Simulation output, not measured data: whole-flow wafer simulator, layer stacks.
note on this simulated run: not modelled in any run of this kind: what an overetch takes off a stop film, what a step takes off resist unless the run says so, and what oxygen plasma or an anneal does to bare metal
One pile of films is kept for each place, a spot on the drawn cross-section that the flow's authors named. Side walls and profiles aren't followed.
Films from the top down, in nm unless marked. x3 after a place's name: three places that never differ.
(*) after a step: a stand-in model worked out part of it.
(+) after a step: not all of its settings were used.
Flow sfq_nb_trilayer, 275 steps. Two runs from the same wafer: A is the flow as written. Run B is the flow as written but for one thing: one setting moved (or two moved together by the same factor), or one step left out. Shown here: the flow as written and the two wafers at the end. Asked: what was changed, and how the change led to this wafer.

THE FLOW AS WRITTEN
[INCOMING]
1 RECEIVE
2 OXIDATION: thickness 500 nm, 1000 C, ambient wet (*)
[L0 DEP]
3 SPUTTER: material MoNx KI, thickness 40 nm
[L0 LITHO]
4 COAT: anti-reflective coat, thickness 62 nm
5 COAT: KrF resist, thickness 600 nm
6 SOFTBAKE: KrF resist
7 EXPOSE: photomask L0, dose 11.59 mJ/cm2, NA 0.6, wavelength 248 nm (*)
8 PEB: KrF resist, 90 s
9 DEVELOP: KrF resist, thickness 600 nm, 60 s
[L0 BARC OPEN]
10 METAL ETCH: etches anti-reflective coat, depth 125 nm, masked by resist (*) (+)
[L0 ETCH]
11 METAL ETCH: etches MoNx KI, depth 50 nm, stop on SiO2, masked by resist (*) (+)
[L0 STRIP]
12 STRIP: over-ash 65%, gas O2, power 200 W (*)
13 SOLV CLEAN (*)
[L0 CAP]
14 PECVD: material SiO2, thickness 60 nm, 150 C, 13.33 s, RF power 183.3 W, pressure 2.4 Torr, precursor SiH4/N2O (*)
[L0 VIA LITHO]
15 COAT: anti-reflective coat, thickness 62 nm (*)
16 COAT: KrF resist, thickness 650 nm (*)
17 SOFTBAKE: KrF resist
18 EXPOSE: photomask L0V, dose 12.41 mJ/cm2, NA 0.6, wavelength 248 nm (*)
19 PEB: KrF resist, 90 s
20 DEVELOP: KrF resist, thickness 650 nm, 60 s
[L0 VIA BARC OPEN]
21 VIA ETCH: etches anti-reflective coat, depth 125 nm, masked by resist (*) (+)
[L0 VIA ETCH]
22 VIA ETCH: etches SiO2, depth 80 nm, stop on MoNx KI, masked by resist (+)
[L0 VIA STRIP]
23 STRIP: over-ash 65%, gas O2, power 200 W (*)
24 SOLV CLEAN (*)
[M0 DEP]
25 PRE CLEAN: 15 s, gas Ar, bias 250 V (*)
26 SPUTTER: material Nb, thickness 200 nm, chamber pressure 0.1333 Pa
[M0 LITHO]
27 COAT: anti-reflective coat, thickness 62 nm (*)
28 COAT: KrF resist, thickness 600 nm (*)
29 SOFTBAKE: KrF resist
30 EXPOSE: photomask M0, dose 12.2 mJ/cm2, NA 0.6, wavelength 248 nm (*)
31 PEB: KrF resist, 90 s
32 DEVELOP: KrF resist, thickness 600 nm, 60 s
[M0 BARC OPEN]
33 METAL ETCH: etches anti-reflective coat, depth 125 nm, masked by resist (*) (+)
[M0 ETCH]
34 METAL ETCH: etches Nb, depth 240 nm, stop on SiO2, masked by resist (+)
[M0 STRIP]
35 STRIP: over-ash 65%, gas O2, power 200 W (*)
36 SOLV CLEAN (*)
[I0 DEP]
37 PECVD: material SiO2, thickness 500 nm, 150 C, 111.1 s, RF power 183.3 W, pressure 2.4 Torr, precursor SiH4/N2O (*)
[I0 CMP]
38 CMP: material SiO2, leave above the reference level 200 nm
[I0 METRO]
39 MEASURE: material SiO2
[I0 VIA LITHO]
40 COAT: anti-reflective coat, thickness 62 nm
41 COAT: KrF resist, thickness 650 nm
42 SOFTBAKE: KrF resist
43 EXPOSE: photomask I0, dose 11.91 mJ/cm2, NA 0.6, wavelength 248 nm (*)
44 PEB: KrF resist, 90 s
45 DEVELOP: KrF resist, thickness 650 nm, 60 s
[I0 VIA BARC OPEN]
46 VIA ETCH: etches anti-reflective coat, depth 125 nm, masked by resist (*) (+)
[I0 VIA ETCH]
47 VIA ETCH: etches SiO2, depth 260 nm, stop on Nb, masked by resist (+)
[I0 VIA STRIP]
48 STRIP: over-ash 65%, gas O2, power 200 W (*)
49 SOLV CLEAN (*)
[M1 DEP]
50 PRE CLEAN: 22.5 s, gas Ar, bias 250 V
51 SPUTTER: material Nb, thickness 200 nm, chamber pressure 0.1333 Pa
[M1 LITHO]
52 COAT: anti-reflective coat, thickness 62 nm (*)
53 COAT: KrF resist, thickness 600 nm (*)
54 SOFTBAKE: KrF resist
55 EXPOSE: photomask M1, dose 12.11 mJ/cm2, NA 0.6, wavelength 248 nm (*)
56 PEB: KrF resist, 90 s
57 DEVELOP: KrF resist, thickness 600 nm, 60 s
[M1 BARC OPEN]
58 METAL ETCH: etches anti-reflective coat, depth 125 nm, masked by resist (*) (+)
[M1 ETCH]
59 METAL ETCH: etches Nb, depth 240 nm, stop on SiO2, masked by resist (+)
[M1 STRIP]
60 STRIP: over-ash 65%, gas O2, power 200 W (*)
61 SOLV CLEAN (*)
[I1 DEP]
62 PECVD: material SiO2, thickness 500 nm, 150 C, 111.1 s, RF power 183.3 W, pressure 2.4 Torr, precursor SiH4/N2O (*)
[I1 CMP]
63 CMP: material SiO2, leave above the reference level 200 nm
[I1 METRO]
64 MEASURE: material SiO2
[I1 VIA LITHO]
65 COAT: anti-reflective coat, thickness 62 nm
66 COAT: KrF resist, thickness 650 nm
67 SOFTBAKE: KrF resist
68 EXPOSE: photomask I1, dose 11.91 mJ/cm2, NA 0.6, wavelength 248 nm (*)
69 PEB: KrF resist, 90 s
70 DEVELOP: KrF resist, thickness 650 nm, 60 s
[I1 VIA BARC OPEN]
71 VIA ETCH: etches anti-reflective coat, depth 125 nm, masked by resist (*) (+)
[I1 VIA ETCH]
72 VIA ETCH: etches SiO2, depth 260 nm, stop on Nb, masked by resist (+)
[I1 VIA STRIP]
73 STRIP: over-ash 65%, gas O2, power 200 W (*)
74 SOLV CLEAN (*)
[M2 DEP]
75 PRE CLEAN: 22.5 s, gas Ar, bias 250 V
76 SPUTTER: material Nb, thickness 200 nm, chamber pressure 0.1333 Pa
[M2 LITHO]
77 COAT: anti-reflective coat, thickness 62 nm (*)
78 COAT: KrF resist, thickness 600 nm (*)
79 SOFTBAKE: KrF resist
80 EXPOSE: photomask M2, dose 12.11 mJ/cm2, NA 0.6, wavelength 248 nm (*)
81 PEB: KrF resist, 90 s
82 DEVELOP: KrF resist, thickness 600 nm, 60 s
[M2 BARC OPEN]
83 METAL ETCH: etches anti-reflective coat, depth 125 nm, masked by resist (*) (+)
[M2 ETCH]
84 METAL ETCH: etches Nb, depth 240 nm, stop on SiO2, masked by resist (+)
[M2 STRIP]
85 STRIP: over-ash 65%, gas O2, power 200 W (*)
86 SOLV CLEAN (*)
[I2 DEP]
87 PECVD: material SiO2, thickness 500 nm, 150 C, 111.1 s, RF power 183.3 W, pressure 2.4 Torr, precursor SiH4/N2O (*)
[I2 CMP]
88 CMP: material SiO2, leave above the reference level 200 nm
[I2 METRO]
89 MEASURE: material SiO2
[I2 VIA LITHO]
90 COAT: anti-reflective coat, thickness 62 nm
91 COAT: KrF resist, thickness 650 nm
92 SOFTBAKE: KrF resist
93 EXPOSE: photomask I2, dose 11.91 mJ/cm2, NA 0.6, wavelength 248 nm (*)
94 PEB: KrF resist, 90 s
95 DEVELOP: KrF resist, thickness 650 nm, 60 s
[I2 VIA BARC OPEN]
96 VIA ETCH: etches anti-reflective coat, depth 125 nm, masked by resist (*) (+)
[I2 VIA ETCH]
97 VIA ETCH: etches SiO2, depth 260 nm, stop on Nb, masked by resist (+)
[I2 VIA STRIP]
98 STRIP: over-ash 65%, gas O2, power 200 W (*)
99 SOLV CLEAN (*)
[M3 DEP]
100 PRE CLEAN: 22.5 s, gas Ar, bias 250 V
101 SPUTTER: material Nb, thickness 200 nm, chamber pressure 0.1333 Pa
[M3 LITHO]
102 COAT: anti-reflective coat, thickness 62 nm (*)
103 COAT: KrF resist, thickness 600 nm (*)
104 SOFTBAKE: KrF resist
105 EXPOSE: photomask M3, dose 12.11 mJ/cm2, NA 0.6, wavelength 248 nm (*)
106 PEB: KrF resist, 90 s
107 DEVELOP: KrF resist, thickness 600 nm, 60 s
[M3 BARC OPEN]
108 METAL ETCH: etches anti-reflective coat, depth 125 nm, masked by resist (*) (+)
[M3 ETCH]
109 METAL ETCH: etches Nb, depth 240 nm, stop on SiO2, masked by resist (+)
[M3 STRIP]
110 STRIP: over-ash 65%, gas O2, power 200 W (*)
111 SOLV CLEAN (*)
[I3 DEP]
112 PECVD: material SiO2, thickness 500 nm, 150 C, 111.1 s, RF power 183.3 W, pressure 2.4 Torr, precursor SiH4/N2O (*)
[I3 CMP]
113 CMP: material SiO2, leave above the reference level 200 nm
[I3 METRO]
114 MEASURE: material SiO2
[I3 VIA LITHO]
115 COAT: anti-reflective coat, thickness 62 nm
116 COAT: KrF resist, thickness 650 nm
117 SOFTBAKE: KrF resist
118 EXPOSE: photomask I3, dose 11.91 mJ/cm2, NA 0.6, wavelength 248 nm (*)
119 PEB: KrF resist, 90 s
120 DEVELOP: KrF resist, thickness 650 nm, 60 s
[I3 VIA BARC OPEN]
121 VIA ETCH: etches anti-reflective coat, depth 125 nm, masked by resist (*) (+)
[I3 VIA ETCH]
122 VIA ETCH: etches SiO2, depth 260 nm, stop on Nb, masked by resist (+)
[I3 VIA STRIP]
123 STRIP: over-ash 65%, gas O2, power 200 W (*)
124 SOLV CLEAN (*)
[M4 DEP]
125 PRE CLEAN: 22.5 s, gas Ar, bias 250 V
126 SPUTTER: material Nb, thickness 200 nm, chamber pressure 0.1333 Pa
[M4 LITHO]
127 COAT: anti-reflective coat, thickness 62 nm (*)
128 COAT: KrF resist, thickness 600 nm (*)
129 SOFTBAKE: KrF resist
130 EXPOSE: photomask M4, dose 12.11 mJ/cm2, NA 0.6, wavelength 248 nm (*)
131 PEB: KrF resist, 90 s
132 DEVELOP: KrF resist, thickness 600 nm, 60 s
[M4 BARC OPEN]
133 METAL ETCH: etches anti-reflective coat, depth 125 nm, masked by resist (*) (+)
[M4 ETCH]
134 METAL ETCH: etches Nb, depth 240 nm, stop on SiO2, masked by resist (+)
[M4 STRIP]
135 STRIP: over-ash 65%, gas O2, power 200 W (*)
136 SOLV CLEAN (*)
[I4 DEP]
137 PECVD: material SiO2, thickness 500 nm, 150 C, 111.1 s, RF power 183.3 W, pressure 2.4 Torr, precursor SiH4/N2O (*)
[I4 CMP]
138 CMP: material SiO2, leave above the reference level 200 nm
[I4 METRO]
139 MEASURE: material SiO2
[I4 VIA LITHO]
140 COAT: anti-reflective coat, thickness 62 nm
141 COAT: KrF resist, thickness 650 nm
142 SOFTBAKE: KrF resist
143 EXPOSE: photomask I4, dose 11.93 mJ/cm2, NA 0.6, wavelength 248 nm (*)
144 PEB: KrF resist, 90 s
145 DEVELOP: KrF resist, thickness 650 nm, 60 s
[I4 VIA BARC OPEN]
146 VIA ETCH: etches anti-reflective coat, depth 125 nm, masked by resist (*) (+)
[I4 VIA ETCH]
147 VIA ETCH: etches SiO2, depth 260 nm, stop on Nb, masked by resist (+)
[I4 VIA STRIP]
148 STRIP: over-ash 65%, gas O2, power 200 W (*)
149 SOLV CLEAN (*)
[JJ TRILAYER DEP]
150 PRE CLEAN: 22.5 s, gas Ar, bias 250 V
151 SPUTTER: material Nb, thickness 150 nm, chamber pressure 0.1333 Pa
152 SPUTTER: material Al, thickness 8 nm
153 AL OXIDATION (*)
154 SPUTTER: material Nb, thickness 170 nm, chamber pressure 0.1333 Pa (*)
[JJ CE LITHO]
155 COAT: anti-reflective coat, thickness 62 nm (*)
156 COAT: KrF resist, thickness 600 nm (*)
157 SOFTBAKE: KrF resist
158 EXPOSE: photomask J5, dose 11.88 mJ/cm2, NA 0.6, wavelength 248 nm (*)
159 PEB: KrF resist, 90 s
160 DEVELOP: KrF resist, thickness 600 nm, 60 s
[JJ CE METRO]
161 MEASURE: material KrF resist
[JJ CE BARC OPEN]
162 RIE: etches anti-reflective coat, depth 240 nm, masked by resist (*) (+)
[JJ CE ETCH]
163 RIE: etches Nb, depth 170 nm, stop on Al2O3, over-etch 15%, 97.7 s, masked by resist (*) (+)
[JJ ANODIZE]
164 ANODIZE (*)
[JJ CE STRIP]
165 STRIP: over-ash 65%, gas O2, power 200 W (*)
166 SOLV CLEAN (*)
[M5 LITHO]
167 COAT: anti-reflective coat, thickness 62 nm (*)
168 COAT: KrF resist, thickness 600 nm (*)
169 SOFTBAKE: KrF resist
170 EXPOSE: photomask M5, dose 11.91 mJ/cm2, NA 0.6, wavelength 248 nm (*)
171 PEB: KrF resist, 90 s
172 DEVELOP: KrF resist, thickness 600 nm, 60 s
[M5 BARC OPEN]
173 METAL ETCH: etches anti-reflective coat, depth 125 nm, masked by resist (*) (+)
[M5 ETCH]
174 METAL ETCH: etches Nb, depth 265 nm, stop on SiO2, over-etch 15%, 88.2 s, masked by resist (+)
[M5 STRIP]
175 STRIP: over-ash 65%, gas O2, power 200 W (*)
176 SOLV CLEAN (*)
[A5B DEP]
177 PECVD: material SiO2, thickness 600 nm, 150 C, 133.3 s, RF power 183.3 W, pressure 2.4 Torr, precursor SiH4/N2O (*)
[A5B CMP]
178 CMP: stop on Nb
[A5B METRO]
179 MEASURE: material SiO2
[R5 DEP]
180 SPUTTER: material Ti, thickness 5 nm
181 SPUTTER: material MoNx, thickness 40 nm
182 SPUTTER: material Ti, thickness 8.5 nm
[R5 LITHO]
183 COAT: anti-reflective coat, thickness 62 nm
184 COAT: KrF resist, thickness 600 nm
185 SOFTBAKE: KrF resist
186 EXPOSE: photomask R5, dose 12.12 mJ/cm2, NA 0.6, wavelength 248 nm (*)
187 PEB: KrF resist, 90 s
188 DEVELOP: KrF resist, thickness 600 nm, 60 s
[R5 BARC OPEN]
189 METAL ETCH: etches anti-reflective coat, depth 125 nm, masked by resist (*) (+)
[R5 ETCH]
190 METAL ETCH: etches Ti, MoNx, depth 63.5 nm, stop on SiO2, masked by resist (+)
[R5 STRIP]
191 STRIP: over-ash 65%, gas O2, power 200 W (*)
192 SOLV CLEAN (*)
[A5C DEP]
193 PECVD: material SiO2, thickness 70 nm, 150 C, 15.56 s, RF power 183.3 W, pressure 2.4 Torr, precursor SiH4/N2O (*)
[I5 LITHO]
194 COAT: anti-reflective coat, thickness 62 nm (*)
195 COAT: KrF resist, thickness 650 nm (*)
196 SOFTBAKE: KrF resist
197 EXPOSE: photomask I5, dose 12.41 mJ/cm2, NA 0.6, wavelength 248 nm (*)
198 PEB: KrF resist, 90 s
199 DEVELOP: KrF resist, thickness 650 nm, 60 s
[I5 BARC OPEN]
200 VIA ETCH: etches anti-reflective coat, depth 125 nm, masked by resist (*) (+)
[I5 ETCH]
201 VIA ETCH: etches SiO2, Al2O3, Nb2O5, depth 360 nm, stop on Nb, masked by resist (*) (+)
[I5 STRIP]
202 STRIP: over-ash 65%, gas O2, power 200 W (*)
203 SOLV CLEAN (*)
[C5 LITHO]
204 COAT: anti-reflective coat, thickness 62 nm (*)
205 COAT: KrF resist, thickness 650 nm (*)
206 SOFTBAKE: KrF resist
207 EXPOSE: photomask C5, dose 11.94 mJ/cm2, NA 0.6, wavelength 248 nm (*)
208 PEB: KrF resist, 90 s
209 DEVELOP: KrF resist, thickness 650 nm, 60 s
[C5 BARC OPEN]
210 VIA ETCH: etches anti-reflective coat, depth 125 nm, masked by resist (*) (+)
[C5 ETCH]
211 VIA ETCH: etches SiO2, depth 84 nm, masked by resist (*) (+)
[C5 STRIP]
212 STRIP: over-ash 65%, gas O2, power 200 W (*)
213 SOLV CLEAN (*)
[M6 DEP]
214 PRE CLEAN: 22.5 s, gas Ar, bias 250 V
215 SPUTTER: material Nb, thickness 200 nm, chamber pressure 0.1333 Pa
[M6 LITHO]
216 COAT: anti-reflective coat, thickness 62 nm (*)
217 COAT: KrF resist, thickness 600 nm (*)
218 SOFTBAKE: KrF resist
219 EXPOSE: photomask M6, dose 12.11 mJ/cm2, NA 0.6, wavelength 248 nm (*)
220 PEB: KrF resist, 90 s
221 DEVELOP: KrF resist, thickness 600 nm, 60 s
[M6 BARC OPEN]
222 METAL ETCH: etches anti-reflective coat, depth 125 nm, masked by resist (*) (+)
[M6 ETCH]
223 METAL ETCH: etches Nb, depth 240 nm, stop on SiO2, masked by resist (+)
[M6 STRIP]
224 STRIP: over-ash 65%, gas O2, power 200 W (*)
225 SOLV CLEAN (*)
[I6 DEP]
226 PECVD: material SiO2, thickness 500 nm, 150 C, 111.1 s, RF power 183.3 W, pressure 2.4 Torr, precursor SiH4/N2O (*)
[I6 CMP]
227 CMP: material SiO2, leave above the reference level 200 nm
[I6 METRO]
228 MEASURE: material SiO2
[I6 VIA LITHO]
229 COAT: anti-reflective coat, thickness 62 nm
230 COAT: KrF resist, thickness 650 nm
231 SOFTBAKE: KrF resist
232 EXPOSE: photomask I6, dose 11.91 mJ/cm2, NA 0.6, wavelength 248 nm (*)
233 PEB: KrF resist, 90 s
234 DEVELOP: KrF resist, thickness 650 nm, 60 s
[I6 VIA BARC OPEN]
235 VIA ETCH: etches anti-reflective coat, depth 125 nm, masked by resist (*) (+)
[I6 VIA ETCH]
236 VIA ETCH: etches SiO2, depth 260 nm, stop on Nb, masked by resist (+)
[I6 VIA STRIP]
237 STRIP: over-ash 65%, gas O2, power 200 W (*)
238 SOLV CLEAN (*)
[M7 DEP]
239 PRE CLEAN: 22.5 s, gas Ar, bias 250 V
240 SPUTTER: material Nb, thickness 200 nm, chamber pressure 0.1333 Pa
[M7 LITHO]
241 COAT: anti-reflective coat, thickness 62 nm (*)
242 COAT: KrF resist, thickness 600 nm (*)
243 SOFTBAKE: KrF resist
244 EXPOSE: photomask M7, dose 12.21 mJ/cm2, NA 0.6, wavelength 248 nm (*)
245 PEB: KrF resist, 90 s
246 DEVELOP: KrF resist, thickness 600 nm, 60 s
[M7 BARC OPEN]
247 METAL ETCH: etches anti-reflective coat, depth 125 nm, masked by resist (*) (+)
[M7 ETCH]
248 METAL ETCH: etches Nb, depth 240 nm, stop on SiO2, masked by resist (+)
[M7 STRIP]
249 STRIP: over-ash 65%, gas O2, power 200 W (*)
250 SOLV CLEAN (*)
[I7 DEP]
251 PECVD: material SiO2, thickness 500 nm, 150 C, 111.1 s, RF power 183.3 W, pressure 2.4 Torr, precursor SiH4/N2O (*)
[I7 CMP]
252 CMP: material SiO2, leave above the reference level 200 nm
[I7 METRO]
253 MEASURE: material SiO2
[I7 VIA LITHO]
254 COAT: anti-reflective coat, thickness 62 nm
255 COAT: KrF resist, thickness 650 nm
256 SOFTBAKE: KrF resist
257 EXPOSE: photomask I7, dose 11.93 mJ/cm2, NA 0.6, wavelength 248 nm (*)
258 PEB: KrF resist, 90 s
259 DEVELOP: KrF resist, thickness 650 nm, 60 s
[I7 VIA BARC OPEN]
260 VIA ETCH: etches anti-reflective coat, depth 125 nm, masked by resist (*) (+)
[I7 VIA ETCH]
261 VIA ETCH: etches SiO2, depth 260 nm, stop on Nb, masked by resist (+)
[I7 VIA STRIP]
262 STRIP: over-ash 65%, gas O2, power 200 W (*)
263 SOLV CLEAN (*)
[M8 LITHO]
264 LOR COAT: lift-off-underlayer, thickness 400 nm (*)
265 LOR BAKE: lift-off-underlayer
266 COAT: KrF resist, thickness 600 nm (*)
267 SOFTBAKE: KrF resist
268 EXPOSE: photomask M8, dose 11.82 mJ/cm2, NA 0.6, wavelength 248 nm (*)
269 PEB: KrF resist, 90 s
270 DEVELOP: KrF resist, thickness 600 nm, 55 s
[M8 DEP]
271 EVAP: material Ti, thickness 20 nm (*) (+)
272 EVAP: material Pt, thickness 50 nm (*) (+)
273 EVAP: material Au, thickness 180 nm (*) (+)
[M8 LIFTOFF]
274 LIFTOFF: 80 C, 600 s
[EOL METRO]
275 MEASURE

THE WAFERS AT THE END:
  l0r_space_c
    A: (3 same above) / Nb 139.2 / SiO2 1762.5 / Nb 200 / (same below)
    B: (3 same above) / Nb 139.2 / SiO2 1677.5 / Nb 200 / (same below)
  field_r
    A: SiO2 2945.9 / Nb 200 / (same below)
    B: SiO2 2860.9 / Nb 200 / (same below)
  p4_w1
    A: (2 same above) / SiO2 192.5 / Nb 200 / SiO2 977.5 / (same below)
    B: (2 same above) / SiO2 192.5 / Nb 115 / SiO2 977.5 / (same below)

The cause: step 101, SPUTTER: thickness 115 nm was run, where the flow has thickness 200 nm.
It can be read off the wafer: p4_w1 has Nb 115, and step 101 as written asks for 200 nm.

How the change led to this, step by step:
  101 SPUTTER: material Nb, thickness 200 nm, chamber pressure 0.1333 Pa
      field_l, v_sur, via_wl and 102 more: A Nb +200 (new film) | B Nb +115 (new film)
      via_w: A Nb +165.5 | B Nb +94.8
  102 COAT: anti-reflective coat, thickness 62 nm (*)
      via_wl, via_wr: A anti-reflective coat +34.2 (new film) | B anti-reflective coat +32.8 (new film)
      via_w: A anti-reflective coat +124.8 (new film) | B anti-reflective coat +120.4 (new film)
  109 METAL ETCH: etches Nb, depth 240 nm, stop on SiO2, masked by resist (+)
      field_l, be, be_sur and 72 more: A Nb -200 (all of it) | B Nb -115 (all of it)
      v_sur, via_wl, via_w and 28 more: A KrF resist -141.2 | B KrF resist -101.5
  110 STRIP: over-ash 65%, gas O2, power 200 W (*)
      p4_w1, p4_w2, p4_w3 and 21 more: A KrF resist -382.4 (all of it), anti-reflective coat -62 (all of it) | B KrF resist -422.1 (all of it), anti-reflective coat -62 (all of it)
      v_sur: A KrF resist -365.3 (all of it), anti-reflective coat -61.1 (all of it) | B KrF resist -405.8 (all of it), anti-reflective coat -60.8 (all of it)
      (and at 6 more places)
  112 PECVD: material SiO2, thickness 500 nm, 150 C, 111.1 s, RF power 183.3 W, pressure 2.4 Torr, precursor SiH4/N2O (*)
      p4_g1, p4_g2, p3_s0, p3_s1, p3_s2, p3_s3, p3_s4, p3_s5: A SiO2 +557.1 | B SiO2 +500
      via_w: A SiO2 +615 (new film) | B SiO2 +591.8 (new film)
  113 CMP: material SiO2, leave above the reference level 200 nm
      field_l, be, be_sur and 64 more: A SiO2 -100 | B SiO2 -185
      p4_g1, p4_g2, p3_s0, p3_s1, p3_s2, p3_s3, p3_s4, p3_s5: A SiO2 -157.1 | B SiO2 -185
      (and at 1 more place)
